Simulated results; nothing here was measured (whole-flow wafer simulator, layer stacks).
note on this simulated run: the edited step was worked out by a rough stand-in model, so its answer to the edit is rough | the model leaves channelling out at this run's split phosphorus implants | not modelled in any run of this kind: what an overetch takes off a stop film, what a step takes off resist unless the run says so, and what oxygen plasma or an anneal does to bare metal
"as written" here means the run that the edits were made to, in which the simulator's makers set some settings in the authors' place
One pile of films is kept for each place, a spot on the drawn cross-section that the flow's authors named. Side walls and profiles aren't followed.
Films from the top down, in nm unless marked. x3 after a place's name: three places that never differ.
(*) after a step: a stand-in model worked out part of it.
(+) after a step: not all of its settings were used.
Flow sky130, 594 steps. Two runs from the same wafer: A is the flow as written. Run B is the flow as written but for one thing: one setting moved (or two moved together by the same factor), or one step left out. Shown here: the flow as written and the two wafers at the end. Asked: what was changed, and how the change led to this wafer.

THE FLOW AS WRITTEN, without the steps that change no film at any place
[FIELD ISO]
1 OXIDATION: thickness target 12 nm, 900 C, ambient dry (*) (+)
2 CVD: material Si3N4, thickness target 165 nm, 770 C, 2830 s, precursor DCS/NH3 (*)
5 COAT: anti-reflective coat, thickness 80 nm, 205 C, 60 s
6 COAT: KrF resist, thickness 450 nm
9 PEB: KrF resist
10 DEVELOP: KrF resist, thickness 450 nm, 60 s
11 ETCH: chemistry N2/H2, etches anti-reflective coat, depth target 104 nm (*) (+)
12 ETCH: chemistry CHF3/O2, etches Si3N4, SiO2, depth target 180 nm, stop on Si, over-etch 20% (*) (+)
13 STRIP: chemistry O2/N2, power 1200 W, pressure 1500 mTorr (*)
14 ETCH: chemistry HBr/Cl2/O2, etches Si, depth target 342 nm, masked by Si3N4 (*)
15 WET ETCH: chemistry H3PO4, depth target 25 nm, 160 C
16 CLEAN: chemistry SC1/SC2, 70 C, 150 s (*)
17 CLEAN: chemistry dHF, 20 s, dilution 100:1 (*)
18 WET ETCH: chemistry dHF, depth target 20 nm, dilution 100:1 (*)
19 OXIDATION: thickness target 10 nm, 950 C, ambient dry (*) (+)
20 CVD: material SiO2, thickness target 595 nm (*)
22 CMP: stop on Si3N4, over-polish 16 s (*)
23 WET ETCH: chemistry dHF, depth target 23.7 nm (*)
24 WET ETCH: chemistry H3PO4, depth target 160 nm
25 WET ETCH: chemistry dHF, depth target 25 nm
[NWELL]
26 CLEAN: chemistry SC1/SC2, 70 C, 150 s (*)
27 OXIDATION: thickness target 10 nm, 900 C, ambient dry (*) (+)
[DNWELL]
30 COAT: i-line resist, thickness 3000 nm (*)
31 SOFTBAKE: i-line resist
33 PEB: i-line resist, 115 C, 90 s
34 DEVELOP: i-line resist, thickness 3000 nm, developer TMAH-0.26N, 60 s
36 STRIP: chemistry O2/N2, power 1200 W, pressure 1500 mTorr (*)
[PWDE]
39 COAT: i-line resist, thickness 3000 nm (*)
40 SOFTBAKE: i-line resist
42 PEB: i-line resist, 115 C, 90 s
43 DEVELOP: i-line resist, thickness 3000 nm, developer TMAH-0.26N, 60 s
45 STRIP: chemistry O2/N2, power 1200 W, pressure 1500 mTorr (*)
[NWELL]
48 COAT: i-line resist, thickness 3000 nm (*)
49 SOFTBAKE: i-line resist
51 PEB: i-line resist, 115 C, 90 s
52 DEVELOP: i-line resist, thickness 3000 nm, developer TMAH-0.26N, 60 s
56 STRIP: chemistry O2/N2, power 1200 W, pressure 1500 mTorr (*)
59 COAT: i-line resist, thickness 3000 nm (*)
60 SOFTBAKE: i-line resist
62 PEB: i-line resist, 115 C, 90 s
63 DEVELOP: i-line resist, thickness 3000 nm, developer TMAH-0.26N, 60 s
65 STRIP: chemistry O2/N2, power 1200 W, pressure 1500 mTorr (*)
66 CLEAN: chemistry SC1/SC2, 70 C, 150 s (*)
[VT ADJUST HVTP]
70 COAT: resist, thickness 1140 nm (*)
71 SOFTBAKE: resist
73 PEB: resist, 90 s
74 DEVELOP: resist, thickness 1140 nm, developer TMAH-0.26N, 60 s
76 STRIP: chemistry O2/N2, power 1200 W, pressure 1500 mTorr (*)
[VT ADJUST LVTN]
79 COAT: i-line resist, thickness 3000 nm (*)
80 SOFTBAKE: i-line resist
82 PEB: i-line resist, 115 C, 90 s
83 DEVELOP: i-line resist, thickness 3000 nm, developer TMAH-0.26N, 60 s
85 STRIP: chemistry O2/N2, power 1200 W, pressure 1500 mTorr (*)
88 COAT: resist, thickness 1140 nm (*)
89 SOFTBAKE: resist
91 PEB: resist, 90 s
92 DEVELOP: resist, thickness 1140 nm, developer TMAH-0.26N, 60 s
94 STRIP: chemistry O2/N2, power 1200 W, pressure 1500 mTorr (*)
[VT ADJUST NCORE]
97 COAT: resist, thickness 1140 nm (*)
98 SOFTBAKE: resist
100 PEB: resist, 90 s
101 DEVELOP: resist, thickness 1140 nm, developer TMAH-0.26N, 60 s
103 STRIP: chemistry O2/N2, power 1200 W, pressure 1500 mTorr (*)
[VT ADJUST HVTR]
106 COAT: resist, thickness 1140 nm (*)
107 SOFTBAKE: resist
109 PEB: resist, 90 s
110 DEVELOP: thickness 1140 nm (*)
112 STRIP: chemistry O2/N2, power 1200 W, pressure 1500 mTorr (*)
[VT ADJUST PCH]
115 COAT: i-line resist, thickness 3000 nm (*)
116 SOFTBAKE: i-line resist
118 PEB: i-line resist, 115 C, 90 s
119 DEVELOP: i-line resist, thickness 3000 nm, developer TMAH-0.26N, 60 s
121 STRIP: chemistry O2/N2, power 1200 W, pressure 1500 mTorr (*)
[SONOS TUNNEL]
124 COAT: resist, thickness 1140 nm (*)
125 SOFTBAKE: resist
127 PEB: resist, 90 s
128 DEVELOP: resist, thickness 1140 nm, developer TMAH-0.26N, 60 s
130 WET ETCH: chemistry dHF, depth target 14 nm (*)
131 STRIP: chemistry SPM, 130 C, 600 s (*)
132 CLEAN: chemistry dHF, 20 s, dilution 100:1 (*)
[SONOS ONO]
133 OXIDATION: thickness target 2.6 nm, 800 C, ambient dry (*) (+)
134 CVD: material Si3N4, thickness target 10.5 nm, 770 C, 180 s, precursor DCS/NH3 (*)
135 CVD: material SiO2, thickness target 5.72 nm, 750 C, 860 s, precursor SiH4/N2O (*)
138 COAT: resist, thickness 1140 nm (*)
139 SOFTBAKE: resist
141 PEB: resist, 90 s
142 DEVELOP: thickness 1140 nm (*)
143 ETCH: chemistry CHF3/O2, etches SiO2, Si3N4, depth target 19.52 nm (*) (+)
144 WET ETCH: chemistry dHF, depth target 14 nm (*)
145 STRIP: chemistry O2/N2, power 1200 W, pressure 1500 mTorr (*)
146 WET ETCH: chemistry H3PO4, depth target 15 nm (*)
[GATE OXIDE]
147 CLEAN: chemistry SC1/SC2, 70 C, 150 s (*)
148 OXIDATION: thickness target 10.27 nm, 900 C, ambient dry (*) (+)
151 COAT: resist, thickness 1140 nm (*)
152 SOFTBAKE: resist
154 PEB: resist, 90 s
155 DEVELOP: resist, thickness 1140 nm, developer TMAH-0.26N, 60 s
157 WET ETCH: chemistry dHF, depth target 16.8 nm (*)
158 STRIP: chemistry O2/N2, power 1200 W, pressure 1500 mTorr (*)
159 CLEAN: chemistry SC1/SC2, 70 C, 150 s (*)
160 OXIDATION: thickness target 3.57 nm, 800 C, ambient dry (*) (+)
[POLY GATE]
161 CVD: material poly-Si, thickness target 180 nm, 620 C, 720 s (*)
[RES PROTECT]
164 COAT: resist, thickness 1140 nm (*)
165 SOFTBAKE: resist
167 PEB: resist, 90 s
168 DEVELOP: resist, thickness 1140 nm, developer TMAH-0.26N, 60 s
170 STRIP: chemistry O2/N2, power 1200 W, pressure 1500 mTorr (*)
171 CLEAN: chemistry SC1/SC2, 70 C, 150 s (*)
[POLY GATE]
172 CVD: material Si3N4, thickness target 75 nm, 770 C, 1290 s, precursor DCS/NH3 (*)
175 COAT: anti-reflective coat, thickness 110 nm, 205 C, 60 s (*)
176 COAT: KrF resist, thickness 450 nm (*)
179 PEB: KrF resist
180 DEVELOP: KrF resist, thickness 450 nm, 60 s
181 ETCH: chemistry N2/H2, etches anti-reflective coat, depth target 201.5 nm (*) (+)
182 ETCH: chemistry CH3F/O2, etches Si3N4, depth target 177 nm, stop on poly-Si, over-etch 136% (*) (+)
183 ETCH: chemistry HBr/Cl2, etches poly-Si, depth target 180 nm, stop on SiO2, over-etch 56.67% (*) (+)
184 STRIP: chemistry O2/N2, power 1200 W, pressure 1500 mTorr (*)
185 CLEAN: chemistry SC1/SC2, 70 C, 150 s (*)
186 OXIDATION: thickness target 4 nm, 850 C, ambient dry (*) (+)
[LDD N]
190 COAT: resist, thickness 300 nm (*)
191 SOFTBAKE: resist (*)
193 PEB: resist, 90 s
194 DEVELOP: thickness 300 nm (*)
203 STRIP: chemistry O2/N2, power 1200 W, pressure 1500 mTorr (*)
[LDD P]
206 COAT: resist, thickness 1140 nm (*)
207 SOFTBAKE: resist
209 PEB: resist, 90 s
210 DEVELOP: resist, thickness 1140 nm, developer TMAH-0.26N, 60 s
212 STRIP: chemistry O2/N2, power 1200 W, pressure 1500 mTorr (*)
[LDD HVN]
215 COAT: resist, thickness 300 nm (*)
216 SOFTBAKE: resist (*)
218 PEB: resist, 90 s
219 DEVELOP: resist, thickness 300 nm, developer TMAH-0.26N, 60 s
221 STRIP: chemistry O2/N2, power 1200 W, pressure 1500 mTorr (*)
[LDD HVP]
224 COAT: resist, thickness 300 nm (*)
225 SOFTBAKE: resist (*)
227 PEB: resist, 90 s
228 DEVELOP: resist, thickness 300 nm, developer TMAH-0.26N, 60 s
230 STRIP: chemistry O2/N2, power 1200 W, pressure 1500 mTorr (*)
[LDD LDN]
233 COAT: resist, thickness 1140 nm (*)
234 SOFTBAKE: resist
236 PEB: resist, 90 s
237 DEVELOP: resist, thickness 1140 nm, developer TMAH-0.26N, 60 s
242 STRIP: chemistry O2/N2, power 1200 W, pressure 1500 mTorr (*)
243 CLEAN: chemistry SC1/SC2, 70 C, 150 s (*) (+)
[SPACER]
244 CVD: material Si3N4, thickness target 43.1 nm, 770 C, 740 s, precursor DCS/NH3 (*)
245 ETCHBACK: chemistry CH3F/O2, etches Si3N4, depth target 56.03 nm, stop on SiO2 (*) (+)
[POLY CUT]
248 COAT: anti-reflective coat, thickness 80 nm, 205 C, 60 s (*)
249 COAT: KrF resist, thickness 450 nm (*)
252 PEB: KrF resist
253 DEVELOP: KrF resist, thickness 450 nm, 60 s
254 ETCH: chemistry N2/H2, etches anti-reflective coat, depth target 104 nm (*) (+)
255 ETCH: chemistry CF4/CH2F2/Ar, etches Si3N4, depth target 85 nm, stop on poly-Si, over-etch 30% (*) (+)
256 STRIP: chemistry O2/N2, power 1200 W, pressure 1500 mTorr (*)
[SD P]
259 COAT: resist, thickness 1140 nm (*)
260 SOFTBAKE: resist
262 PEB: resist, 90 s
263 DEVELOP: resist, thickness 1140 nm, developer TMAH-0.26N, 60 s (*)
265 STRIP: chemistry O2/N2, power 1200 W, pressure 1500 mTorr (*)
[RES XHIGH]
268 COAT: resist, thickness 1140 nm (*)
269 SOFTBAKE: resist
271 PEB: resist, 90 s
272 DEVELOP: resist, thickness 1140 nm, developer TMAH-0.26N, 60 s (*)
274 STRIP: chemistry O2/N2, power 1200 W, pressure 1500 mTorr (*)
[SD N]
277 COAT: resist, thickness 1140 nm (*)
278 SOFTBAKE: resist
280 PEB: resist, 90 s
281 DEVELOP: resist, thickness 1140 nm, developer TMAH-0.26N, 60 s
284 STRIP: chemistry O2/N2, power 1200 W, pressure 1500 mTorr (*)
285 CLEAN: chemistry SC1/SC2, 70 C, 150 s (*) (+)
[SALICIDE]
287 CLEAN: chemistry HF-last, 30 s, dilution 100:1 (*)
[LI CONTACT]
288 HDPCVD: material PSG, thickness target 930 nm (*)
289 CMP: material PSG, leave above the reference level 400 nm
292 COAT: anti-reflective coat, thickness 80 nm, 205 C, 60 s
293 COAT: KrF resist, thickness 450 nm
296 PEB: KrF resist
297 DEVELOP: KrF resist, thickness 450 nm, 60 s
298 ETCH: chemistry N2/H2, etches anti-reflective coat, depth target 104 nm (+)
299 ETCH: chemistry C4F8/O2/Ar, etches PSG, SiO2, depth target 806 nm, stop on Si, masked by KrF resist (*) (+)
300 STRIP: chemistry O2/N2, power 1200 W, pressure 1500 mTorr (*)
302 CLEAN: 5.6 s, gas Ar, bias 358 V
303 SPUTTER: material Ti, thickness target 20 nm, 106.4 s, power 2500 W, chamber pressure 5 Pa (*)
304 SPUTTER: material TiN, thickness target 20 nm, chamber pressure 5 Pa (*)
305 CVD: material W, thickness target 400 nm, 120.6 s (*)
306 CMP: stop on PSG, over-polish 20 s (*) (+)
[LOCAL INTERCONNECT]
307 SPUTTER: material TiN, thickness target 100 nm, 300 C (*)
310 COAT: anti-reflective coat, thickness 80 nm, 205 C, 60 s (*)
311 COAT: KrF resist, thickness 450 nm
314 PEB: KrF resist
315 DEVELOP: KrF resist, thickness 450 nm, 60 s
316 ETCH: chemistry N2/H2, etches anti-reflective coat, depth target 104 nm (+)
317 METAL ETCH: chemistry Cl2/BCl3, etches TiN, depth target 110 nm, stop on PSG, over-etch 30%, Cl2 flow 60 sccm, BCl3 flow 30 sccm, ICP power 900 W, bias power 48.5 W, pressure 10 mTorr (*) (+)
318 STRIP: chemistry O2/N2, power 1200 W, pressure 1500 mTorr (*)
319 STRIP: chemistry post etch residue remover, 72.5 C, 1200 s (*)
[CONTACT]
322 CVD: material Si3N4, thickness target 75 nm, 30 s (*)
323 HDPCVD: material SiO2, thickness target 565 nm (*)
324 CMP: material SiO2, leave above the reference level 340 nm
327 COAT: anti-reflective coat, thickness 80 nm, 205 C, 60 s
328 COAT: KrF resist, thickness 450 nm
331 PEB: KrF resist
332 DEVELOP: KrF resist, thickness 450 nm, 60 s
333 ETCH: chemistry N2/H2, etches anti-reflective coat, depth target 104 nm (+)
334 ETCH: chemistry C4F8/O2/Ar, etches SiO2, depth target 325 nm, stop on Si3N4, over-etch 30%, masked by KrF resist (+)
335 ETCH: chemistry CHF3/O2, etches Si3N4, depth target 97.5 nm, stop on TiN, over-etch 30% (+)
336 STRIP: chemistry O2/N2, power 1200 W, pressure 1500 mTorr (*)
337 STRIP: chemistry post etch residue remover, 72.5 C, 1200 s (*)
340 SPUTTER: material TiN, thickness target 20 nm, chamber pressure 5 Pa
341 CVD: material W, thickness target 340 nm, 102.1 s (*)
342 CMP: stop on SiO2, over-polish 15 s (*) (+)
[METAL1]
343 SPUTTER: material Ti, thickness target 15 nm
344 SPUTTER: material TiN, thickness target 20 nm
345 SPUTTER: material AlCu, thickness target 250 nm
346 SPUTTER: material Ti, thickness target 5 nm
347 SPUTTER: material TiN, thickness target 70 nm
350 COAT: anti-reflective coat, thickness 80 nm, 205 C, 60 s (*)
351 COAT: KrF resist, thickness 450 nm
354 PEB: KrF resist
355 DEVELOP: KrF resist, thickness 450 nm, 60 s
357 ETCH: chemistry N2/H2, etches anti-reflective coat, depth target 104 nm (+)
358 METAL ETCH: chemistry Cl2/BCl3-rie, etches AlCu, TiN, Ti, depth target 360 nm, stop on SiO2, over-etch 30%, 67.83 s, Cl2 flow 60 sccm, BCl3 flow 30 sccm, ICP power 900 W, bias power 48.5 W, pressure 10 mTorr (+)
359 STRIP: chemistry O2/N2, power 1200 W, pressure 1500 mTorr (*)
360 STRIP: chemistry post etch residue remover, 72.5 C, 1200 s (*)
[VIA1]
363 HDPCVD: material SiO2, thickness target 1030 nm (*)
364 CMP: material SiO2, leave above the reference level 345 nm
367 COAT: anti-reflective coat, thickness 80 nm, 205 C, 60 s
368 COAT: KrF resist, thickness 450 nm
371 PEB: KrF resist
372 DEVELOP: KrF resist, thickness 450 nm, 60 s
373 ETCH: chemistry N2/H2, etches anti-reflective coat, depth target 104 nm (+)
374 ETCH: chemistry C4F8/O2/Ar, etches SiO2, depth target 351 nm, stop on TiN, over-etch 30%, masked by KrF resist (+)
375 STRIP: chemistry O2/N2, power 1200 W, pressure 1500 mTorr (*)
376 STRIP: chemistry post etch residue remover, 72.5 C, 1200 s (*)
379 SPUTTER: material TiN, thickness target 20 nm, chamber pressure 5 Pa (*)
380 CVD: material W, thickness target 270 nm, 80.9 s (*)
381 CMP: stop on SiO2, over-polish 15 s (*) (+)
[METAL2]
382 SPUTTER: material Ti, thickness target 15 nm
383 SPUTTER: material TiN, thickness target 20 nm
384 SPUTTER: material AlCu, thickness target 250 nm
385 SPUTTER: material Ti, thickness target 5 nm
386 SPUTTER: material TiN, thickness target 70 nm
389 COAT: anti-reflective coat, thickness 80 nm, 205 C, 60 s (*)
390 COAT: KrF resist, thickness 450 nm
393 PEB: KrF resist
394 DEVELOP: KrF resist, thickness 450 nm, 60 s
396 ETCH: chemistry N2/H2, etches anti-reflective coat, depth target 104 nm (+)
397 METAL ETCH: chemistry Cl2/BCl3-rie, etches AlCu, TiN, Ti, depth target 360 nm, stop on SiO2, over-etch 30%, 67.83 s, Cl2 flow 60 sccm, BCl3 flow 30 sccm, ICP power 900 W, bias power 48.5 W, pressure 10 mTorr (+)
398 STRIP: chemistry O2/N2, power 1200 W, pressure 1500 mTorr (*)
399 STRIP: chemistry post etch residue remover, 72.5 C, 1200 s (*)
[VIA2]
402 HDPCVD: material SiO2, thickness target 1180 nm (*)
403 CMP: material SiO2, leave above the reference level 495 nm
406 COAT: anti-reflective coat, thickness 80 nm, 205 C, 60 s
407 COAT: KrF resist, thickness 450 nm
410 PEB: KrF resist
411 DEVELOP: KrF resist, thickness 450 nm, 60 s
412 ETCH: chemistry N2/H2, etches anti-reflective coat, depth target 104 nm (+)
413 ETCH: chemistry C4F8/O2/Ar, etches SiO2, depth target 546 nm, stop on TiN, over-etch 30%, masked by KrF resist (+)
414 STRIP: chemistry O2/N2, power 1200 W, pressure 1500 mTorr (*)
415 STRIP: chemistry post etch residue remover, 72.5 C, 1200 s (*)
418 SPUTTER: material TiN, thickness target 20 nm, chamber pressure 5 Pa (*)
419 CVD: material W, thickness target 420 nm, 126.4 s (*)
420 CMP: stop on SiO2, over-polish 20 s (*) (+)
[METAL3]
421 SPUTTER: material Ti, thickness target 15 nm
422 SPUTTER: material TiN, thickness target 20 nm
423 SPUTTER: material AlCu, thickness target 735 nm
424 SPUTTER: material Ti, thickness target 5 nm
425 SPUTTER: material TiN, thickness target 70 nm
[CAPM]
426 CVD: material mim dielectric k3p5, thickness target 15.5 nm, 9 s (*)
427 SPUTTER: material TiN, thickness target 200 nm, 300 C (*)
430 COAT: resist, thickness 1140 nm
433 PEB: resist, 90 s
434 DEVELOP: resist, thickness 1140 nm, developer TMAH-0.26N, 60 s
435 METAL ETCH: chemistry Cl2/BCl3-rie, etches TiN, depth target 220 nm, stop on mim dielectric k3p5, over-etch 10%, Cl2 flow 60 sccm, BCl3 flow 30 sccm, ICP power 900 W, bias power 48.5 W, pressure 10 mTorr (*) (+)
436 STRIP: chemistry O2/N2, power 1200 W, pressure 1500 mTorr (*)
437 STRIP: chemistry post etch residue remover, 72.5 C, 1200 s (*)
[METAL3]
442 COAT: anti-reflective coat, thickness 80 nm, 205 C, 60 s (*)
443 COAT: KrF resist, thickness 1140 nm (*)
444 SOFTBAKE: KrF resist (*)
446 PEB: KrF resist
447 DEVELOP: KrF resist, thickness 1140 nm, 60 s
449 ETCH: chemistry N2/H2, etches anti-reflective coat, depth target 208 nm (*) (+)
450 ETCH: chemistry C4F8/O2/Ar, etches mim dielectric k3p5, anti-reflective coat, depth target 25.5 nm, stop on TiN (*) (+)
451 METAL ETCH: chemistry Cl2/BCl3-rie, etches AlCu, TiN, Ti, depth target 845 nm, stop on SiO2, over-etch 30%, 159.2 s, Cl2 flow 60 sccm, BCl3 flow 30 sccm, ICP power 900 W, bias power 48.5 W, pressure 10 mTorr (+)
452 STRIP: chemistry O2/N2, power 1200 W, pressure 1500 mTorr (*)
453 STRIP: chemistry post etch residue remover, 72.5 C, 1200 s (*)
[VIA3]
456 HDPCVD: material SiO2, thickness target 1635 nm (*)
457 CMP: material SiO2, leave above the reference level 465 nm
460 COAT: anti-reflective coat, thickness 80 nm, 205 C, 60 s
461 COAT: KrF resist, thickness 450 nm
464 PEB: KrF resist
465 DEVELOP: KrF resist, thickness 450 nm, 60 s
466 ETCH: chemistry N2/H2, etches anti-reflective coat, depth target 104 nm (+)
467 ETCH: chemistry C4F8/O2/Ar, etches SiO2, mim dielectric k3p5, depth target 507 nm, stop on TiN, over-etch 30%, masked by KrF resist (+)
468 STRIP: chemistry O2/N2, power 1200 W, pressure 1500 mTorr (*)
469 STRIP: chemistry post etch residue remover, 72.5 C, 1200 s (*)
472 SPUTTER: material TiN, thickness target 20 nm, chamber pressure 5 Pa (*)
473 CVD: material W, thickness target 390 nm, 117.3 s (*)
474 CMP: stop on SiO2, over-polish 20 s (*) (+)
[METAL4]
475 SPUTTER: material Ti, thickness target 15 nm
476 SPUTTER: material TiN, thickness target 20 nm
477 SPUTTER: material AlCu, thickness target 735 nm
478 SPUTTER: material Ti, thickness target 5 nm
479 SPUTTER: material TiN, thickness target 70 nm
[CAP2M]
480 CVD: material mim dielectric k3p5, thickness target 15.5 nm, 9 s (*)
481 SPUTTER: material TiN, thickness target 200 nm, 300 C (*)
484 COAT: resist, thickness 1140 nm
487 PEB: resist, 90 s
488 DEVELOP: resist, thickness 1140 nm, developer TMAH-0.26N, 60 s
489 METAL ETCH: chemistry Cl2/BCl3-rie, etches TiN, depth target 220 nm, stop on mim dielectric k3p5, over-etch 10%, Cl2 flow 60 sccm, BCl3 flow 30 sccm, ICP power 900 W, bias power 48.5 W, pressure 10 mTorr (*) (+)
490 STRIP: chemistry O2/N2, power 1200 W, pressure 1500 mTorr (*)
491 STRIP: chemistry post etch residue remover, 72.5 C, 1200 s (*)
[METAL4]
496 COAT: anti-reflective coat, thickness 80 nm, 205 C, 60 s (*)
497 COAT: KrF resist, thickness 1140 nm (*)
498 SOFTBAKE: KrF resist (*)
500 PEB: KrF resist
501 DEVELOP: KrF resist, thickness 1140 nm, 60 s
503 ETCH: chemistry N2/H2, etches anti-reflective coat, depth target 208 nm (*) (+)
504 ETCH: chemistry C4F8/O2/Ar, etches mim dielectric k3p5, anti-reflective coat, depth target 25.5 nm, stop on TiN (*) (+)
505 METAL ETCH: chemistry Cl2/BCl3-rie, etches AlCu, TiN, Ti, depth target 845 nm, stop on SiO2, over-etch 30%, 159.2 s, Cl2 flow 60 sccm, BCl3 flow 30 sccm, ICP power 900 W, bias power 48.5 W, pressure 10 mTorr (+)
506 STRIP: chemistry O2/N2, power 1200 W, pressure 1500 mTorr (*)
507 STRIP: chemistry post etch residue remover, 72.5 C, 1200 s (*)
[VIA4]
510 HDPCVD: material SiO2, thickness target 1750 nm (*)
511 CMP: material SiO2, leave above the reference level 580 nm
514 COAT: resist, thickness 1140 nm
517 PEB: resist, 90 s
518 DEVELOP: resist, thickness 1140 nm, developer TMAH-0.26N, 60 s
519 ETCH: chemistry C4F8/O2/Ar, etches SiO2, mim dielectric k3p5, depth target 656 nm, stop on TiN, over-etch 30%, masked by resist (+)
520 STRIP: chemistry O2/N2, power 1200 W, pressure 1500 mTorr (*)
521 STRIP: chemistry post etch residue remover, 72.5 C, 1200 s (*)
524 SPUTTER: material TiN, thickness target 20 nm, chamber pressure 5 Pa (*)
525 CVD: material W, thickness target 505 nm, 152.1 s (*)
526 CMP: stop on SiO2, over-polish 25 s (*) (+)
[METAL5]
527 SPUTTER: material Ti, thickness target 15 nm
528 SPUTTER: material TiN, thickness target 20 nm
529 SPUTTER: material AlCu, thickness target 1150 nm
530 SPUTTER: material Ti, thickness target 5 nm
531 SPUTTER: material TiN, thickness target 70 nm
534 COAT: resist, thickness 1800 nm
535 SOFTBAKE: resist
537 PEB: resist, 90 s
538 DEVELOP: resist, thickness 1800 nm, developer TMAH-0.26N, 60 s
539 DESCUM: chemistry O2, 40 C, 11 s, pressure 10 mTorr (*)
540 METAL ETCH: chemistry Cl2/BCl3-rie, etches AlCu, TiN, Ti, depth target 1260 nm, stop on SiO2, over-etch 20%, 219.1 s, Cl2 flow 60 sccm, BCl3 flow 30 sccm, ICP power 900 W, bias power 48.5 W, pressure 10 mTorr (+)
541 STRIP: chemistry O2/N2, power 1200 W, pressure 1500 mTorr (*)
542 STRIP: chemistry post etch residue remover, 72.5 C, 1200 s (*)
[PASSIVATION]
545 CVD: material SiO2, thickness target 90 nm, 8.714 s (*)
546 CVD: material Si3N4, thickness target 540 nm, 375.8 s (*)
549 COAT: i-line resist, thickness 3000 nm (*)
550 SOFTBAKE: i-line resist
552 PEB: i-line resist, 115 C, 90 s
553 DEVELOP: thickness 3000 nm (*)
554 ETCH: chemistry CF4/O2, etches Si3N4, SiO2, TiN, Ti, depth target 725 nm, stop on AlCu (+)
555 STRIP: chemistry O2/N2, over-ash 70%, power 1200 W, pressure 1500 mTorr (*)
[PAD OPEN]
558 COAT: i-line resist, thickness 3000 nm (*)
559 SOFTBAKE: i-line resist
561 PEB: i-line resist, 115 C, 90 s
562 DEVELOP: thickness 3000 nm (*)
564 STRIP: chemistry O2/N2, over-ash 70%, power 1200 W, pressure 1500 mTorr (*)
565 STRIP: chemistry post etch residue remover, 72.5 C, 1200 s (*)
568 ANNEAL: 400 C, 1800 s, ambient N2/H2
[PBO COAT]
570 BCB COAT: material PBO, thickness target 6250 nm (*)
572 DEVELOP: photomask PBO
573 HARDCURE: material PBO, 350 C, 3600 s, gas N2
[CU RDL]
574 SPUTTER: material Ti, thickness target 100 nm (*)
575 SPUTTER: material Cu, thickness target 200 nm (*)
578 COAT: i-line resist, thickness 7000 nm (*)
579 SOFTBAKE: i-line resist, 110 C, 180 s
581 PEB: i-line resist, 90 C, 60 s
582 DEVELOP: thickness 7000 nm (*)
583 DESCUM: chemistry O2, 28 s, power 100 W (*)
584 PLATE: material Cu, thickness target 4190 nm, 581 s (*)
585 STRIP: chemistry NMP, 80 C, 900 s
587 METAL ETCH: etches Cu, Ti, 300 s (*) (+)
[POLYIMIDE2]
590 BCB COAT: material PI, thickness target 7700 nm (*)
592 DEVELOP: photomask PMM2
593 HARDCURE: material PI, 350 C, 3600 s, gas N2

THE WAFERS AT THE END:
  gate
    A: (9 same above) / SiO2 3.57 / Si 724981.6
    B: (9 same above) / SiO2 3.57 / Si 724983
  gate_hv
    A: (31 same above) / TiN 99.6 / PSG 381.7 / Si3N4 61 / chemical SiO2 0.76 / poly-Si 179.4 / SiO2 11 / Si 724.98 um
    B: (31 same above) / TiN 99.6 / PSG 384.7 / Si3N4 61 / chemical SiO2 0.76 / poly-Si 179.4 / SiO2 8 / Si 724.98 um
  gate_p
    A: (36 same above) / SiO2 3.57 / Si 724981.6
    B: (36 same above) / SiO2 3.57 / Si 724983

The cause: step 148, OXIDATION: thickness target 7.188 nm was run, where the flow has thickness target 10.27 nm.

How the change led to this, step by step:
  148 OXIDATION: thickness target 10.27 nm, 900 C, ambient dry (*) (+)
      active, n_well, p_well and 98 more: A SiO2 +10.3 (new film), chemical SiO2 -0.76 (all of it), Si -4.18 | B SiO2 +7.19 (new film), chemical SiO2 -0.76 (all of it), Si -2.83
      sonos_guard, sonos_guard_hv: A SiO2 +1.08, Si -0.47 | B SiO2 +0.58, Si -0.25
  157 WET ETCH: chemistry dHF, depth target 16.8 nm (*)
      active, n_well, p_well and 58 more: A SiO2 -10.3 (all of it) | B SiO2 -7.19 (all of it)
  175 COAT: anti-reflective coat, thickness 110 nm, 205 C, 60 s (*)
      rpm_encl, rpm_encl_psd: A anti-reflective coat +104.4 (new film) | B anti-reflective coat +108.5 (new film)
  181 ETCH: chemistry N2/H2, etches anti-reflective coat, depth target 201.5 nm (*) (+)
      rpm_encl, rpm_encl_psd: A anti-reflective coat -104.4 (all of it), Si3N4 -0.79 | B anti-reflective coat -108.5 (all of it), Si3N4 -0.73
  190 COAT: resist, thickness 300 nm (*)
      gate_lvt_sd: A resist +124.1 (new film) | B resist +121.6 (new film)
  203 STRIP: chemistry O2/N2, power 1200 W, pressure 1500 mTorr (*)
      gate_p_hvt_sd: A resist -114.3 (all of it) | B resist -112 (all of it)
  215 COAT: resist, thickness 300 nm (*)
      gate_lvt_sd: A resist +124.1 (new film) | B resist +121.6 (new film)
  221 STRIP: chemistry O2/N2, power 1200 W, pressure 1500 mTorr (*)
      gate_p_hvt_sd: A resist -114.3 (all of it) | B resist -112 (all of it)
  224 COAT: resist, thickness 300 nm (*)
      gate_lvt_sd: A resist +124.1 (new film) | B resist +121.6 (new film)
  230 STRIP: chemistry O2/N2, power 1200 W, pressure 1500 mTorr (*)
      gate_p_hvt_sd: A resist -114.3 (all of it) | B resist -112 (all of it)
  248 COAT: anti-reflective coat, thickness 80 nm, 205 C, 60 s (*)
      pplus_nw: A anti-reflective coat +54 (new film) | B anti-reflective coat +52.8 (new film)
      varactor_hvt: A anti-reflective coat +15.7 (new film) | B anti-reflective coat +15.1 (new film)
      (and at 2 more places)
  256 STRIP: chemistry O2/N2, power 1200 W, pressure 1500 mTorr (*)
      pplus_nw: A KrF resist -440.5 (all of it), anti-reflective coat -54 (all of it) | B KrF resist -440.4 (all of it), anti-reflective coat -52.8 (all of it)
      varactor_hvt: A KrF resist -303.1 (all of it), anti-reflective coat -15.7 (all of it) | B KrF resist -302.6 (all of it), anti-reflective coat -15.1 (all of it)
      (and at 2 more places)
  306 CMP: stop on PSG, over-polish 20 s (*) (+)
      poly_licon: A W -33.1 | B W -31.5
